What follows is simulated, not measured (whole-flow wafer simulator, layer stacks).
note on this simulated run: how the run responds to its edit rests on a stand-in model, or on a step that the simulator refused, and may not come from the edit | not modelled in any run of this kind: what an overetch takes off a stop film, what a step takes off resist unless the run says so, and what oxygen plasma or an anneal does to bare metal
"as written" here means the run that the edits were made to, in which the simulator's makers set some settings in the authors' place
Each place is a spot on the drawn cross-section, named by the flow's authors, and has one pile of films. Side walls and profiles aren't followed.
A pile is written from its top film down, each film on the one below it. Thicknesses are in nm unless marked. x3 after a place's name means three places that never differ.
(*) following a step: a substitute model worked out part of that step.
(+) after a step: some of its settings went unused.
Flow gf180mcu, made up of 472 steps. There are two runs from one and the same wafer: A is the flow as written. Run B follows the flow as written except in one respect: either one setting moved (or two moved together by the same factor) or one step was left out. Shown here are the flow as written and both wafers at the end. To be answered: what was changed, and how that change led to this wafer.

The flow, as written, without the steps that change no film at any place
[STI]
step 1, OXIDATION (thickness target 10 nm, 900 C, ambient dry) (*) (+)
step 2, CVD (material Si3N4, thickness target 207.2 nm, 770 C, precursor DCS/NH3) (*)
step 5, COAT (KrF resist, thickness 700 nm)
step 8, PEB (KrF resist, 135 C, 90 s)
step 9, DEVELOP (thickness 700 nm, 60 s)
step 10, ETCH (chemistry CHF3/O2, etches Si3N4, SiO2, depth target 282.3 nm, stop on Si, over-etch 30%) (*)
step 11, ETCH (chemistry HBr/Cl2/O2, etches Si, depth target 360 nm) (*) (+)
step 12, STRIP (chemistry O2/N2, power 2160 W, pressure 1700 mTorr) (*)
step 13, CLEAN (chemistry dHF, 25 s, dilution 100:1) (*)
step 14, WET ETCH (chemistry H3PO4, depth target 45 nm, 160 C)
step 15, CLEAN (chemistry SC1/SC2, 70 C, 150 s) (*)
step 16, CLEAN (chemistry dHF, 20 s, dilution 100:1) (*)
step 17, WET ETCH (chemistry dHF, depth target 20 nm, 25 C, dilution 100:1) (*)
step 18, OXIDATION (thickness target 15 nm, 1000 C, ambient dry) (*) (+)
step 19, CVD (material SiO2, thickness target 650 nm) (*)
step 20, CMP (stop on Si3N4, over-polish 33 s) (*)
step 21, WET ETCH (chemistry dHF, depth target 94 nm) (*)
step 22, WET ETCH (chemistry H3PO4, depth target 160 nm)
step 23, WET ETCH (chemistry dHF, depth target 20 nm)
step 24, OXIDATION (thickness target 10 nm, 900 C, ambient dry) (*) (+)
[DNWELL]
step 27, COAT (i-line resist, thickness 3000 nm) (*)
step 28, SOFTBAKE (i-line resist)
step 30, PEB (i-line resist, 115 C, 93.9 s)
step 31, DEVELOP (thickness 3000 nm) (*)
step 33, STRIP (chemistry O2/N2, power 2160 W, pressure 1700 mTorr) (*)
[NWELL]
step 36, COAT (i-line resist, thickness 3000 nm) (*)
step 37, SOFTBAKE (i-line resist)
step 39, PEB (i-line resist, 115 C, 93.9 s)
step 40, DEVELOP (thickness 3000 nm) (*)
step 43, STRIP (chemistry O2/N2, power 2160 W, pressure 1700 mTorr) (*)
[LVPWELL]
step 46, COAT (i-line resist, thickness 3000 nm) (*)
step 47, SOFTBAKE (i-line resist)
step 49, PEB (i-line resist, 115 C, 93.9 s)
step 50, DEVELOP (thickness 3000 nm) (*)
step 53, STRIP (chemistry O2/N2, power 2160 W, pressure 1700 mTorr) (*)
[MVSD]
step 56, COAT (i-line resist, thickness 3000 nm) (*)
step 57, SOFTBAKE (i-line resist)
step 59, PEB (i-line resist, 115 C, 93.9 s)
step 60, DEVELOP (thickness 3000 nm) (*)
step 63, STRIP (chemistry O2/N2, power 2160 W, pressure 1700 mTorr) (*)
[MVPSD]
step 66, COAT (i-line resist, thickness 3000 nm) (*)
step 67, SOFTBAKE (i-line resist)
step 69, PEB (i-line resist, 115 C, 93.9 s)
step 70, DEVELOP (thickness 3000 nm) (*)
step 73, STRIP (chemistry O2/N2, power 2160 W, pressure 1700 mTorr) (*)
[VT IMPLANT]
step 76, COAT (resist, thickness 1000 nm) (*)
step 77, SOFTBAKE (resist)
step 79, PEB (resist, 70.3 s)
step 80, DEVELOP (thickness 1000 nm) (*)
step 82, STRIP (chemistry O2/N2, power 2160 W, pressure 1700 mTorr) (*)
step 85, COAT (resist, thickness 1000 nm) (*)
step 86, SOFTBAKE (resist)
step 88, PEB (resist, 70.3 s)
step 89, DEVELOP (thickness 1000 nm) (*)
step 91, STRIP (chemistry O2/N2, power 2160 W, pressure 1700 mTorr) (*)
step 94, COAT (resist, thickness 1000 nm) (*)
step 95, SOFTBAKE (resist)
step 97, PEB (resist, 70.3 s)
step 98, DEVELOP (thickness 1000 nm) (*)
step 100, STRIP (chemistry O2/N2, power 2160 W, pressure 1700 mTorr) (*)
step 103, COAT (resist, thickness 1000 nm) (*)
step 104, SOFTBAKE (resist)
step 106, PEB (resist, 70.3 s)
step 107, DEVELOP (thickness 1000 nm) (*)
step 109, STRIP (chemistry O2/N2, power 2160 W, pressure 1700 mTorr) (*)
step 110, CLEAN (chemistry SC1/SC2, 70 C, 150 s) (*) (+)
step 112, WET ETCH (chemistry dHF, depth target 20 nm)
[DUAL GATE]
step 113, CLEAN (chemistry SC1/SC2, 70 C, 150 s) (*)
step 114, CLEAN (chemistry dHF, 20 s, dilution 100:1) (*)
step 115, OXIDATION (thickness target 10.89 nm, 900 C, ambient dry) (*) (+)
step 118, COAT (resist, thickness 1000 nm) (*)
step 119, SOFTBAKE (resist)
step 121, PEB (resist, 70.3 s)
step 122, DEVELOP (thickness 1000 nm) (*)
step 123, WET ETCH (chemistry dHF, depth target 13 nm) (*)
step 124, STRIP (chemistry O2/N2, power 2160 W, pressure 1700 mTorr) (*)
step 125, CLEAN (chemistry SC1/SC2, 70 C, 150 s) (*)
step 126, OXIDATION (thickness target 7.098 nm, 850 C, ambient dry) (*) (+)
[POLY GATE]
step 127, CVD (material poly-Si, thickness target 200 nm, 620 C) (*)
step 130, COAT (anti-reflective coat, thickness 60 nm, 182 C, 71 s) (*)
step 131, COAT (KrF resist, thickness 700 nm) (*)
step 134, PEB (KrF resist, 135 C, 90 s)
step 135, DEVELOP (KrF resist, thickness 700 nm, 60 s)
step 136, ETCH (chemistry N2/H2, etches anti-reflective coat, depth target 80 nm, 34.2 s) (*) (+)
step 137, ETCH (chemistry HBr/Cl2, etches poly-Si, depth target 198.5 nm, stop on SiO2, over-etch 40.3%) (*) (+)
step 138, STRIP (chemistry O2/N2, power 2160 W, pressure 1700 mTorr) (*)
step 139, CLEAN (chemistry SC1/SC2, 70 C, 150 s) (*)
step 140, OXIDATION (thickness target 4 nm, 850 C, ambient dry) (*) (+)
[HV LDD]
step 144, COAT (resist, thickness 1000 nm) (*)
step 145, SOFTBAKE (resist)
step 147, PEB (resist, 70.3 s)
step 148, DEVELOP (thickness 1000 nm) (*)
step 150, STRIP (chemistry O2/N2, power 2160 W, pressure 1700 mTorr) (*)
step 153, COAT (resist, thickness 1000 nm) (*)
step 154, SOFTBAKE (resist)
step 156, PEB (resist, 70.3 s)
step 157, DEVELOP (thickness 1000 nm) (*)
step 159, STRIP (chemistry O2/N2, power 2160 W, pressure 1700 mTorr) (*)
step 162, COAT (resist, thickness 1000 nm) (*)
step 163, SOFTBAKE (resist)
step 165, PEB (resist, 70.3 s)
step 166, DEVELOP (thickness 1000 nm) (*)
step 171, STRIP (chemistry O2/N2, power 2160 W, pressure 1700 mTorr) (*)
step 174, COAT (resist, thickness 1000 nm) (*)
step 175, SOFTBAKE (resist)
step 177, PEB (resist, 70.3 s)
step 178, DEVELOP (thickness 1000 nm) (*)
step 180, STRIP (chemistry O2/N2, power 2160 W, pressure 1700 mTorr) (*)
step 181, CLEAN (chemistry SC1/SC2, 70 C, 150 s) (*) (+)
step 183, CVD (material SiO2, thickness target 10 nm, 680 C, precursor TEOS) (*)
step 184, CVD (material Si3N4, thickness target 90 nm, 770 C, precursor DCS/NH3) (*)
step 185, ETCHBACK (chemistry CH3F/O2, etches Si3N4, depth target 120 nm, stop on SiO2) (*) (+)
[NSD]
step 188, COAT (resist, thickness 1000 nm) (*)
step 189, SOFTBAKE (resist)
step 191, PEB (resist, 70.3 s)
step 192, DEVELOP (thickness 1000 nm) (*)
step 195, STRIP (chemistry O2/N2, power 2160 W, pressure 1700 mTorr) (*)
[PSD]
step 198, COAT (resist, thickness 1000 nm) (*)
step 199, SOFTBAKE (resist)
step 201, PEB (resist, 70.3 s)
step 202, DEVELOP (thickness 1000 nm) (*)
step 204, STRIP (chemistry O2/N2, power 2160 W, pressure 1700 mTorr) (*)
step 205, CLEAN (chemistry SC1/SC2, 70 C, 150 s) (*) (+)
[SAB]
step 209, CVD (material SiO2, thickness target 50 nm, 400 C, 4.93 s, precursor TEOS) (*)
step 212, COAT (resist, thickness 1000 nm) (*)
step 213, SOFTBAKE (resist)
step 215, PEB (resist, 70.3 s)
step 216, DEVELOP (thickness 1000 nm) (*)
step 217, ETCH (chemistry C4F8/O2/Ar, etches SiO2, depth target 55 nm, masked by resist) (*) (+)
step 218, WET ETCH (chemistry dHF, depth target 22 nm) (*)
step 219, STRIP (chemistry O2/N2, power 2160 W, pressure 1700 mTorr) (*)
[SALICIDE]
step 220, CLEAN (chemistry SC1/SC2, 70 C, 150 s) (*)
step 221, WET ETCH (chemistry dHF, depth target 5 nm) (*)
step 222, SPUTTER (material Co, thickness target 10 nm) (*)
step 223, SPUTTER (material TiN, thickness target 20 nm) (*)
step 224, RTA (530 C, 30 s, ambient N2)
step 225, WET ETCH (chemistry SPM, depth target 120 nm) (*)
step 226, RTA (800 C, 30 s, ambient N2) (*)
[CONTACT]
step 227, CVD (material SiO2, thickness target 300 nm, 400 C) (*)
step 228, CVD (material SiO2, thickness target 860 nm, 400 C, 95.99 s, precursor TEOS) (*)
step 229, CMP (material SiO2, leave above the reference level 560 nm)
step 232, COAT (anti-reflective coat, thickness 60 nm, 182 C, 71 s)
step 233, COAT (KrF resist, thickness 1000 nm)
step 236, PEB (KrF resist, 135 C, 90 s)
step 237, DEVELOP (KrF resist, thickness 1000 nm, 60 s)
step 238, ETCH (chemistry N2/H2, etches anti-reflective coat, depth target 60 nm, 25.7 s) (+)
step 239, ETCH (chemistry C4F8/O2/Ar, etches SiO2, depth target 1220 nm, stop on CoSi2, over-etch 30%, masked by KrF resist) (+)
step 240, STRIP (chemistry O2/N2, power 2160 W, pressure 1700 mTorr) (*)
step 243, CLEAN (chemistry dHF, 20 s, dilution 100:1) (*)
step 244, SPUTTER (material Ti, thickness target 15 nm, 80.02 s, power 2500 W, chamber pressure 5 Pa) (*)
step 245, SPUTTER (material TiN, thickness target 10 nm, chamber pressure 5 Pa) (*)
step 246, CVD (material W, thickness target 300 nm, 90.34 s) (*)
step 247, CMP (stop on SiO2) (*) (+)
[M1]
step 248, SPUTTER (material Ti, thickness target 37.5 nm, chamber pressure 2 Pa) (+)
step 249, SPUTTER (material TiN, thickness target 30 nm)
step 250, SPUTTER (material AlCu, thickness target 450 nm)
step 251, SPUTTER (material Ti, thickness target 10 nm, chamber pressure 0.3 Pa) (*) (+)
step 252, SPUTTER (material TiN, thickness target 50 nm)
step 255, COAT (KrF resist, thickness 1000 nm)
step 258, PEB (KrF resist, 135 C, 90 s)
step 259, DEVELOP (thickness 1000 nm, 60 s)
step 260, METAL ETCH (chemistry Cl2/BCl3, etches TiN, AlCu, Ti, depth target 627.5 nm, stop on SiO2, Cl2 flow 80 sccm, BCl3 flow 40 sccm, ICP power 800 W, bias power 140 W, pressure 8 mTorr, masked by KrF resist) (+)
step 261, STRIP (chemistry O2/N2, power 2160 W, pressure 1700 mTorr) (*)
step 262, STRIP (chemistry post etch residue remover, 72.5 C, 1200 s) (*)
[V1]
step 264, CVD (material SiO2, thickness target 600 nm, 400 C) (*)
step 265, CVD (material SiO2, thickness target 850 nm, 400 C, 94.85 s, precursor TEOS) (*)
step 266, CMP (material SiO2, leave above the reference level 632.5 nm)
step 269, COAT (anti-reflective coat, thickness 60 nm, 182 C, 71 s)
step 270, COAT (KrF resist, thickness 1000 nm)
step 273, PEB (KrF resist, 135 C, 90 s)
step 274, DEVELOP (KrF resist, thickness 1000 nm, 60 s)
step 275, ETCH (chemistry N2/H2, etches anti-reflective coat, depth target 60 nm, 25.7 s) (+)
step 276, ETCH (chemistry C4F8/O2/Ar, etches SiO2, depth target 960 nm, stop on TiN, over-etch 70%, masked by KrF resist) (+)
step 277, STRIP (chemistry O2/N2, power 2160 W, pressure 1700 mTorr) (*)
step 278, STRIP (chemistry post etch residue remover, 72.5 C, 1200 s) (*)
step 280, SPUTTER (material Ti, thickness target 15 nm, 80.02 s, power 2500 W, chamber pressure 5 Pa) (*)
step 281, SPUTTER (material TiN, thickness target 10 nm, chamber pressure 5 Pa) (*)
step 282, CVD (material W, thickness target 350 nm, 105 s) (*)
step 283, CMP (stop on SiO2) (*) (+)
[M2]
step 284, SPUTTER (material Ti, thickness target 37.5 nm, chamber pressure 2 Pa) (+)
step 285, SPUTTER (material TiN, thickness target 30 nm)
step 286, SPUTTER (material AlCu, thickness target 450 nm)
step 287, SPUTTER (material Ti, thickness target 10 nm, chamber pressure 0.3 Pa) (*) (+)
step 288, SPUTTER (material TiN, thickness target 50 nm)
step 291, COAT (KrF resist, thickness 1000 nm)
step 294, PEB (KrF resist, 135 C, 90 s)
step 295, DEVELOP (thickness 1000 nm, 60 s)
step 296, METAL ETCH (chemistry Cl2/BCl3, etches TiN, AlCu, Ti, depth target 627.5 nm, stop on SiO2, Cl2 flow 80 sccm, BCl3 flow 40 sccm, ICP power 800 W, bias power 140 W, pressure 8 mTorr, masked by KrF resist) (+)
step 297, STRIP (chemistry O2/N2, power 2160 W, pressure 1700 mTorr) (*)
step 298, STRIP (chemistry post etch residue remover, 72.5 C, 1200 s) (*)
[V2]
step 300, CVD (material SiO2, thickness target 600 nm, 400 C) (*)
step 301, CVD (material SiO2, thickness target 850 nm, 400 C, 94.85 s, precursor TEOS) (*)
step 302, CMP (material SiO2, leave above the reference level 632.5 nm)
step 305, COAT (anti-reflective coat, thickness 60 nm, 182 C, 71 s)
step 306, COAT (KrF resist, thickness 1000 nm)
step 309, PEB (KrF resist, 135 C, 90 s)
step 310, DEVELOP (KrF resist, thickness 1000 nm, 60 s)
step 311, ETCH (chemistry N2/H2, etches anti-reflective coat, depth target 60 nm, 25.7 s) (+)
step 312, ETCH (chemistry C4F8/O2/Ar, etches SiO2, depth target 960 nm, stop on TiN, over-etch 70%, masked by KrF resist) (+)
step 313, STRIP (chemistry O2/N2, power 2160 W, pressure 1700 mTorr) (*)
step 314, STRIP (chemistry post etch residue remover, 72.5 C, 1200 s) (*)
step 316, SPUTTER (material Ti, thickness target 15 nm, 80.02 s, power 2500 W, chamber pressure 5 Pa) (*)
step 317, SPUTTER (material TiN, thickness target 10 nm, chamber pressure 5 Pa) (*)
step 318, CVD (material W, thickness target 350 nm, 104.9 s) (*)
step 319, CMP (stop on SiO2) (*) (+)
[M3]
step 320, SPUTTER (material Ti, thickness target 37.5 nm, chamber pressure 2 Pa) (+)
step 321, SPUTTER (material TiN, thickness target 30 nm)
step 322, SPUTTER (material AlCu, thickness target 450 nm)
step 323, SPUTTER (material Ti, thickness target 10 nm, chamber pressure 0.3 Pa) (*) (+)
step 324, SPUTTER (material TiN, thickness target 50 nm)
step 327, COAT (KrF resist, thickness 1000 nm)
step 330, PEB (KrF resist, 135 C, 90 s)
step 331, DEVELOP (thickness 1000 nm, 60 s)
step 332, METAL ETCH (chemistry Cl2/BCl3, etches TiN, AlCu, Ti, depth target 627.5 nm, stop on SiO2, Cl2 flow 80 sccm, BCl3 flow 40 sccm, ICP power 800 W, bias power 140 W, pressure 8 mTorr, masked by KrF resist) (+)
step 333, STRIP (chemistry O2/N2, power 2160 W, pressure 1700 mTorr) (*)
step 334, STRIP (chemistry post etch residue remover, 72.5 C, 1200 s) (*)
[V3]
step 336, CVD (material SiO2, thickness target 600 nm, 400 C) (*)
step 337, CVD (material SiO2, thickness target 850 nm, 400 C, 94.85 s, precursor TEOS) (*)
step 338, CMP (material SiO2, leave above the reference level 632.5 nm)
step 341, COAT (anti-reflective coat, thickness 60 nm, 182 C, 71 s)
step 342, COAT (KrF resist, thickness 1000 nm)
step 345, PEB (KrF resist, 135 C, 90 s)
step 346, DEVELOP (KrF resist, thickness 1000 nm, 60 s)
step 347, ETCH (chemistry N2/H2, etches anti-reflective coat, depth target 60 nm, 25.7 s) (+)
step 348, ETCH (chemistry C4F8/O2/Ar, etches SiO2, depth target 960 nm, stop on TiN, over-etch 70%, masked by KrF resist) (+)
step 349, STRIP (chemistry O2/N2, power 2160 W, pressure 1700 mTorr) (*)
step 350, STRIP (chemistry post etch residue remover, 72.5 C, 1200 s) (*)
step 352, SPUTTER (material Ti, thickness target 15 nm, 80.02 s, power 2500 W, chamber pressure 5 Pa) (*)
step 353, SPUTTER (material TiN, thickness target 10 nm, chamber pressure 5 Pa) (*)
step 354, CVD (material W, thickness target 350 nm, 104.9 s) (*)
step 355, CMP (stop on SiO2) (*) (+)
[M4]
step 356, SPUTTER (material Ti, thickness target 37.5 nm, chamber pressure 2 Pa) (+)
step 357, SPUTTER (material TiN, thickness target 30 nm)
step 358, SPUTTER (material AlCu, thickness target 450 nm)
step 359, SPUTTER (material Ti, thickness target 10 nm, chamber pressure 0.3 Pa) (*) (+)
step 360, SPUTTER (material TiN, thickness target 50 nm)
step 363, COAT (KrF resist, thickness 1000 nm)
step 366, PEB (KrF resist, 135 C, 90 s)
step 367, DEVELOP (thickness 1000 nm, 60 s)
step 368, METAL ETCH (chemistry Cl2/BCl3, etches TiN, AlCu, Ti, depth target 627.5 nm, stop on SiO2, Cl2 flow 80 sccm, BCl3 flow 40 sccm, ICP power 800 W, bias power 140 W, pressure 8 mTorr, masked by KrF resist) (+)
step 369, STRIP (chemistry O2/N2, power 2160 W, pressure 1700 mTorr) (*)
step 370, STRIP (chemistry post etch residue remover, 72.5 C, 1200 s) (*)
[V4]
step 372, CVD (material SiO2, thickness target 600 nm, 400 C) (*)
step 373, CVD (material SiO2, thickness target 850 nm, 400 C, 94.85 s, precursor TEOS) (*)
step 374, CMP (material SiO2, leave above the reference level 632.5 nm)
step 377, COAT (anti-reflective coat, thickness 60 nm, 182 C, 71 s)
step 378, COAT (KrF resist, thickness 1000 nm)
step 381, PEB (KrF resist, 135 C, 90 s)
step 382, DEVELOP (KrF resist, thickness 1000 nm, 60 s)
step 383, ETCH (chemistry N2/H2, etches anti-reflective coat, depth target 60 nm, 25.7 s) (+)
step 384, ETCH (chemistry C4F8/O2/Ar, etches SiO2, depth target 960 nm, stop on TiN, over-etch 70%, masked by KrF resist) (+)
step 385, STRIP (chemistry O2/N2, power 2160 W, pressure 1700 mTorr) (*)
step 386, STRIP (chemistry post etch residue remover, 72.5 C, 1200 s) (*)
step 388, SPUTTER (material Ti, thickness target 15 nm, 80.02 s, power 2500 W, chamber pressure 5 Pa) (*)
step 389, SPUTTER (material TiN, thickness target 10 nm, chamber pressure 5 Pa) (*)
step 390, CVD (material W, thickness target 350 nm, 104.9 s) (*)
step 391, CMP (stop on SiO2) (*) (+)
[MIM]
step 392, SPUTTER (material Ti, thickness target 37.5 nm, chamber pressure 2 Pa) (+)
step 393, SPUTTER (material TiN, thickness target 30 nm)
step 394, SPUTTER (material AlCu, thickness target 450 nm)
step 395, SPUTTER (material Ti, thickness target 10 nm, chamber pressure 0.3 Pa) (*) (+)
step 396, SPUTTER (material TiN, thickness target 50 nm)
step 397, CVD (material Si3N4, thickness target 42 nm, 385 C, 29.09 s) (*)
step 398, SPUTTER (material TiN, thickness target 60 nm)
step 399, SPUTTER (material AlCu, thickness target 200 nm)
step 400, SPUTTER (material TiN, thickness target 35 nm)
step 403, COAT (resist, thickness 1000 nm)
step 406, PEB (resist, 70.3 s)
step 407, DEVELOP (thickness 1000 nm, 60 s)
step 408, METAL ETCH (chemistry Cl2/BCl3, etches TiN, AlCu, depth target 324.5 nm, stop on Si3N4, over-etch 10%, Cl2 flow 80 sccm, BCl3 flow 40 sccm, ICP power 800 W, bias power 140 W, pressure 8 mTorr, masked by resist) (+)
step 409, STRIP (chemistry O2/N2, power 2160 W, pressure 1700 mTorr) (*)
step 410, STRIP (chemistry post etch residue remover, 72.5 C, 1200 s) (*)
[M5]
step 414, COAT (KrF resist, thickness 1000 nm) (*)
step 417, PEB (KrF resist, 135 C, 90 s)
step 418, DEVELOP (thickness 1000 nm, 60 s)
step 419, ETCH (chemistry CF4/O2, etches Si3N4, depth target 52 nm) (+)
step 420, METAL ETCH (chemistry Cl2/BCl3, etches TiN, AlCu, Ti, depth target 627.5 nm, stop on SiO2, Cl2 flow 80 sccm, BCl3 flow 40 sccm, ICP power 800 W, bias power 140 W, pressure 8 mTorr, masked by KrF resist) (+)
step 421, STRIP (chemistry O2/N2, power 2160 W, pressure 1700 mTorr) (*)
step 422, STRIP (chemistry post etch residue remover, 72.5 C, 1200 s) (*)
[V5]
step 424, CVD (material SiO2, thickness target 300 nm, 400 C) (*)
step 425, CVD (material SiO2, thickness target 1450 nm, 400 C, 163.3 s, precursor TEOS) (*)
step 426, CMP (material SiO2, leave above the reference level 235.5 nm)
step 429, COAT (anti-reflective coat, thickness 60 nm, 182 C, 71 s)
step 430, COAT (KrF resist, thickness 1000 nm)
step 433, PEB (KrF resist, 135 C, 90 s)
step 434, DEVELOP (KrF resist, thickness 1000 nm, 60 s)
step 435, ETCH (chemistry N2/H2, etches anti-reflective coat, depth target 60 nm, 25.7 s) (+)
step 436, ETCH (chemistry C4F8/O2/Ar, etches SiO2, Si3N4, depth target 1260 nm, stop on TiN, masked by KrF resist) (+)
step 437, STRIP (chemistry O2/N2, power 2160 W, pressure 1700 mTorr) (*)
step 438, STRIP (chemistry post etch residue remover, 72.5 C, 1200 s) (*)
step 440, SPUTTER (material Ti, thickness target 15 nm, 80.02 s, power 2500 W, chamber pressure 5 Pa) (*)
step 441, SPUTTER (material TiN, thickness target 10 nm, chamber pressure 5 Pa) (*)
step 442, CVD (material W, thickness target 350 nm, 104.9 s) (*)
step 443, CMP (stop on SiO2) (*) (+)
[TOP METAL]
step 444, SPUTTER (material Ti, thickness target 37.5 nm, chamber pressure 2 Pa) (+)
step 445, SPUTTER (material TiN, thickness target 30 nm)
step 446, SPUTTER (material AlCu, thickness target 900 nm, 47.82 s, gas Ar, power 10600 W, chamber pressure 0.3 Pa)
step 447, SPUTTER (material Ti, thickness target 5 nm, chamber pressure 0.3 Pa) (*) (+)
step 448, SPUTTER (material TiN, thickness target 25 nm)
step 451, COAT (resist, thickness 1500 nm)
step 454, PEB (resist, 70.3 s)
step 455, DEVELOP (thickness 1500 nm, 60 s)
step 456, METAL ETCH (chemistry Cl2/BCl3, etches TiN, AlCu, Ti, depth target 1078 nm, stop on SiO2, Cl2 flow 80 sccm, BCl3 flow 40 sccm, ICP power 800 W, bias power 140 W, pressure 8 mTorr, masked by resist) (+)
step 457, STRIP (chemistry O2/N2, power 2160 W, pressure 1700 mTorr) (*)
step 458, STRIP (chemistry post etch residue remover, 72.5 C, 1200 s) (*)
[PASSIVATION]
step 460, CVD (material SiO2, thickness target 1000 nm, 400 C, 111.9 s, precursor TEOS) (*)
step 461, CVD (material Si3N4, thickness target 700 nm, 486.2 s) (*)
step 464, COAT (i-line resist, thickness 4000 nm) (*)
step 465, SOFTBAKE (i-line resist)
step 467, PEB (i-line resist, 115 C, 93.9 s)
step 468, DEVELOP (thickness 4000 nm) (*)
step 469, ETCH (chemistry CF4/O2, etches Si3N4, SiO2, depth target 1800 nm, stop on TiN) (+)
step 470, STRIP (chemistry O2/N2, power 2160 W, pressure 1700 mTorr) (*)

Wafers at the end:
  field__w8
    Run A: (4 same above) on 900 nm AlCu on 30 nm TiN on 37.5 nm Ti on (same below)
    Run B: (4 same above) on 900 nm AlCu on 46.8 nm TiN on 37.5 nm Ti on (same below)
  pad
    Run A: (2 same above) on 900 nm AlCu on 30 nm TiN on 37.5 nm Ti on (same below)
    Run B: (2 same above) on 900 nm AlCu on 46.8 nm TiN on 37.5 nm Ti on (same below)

The reason: step 445, SPUTTER: thickness target 46.8 nm was run, while the flow as written has thickness target 30 nm.
The wafer itself shows it: field__w8 has TiN 46.8, and step 445 as written asks for 30 nm.

The path from the change to this, step by step:
  step 445, SPUTTER (material TiN, thickness target 30 nm)
      field, field__w1, field__w2 and 109 more: A +30 TiN (new film) | B +46.8 TiN (new film)
  step 456, METAL ETCH (chemistry Cl2/BCl3, etches TiN, AlCu, Ti, depth target 1078 nm, stop on SiO2, Cl2 flow 80 sccm, BCl3 flow 40 sccm, ICP power 800 W, bias power 140 W, pressure 8 mTorr, masked by resist) (+)
      field, field__w1, field__w2 and 103 more: A -25 TiN (all of it), -5 Ti (all of it), -900 AlCu (all of it), -30 TiN (all of it), -37.5 Ti (all of it) | B -25 TiN (all of it), -5 Ti (all of it), -900 AlCu (all of it), -46.8 TiN (all of it), -37.5 Ti (all of it)
  step 465, SOFTBAKE (i-line resist)
      gate: A +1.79 i-line resist | B -0.23 i-line resist
      field__w11, field__w13: A +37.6 i-line resist | B +31.8 i-line resist
      (as well as at 64 more places)
